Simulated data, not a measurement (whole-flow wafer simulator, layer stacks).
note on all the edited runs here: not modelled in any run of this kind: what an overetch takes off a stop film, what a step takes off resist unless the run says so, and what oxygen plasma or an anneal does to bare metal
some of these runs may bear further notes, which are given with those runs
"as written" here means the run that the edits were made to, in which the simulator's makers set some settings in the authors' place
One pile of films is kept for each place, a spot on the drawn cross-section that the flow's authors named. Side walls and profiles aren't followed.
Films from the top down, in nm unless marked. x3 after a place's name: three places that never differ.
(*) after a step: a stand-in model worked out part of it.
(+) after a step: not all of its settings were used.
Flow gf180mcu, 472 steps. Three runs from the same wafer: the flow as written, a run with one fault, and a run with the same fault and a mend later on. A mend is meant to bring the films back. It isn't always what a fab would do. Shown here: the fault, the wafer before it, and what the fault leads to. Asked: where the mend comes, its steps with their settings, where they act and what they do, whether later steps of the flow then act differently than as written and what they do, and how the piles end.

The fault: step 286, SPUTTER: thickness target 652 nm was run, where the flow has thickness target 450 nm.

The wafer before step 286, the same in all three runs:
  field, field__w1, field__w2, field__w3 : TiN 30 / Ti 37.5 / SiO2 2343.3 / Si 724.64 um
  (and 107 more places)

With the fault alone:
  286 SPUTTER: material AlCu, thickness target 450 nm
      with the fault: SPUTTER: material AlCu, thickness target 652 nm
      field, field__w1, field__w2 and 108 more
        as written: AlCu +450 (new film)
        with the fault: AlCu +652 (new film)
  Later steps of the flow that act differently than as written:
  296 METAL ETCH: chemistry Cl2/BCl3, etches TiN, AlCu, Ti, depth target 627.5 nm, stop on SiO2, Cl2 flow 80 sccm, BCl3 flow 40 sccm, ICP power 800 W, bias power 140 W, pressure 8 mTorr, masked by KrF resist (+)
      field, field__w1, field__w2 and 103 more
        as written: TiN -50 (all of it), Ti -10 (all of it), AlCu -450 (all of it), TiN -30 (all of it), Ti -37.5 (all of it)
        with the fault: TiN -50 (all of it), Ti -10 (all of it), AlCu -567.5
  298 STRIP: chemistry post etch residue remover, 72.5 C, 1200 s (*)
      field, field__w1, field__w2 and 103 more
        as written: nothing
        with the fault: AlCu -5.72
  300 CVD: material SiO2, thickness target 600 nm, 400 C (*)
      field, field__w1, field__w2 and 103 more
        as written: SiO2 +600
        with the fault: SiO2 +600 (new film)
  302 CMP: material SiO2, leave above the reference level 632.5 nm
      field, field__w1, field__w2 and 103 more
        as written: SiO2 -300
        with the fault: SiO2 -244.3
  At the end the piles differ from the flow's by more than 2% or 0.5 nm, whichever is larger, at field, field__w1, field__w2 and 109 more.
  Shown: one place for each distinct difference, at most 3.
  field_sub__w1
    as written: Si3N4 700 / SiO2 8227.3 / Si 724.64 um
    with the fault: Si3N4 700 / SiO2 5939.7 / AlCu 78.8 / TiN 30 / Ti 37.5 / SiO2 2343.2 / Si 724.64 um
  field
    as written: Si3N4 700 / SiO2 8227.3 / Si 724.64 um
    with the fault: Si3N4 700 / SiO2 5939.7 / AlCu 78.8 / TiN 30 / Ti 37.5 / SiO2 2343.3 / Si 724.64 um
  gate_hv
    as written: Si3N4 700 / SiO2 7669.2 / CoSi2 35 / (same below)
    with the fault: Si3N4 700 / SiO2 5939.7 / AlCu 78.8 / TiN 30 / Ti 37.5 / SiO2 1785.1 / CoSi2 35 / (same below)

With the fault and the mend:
  The mend comes after step 286.
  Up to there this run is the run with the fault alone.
  286a METAL ETCH: chemistry Cl2/BCl3, etches TiN, AlCu, Ti, depth target 202 nm, Cl2 flow 80 sccm, BCl3 flow 40 sccm, ICP power 800 W, bias power 140 W, pressure 8 mTorr (the flow's step 260 once more, with other settings)
      field, field__w1, field__w2 and 108 more
        AlCu -202
  No later step of the flow acts differently than as written at any place that is followed.
  At the end the piles are the same as the flow's at every place that both follow.
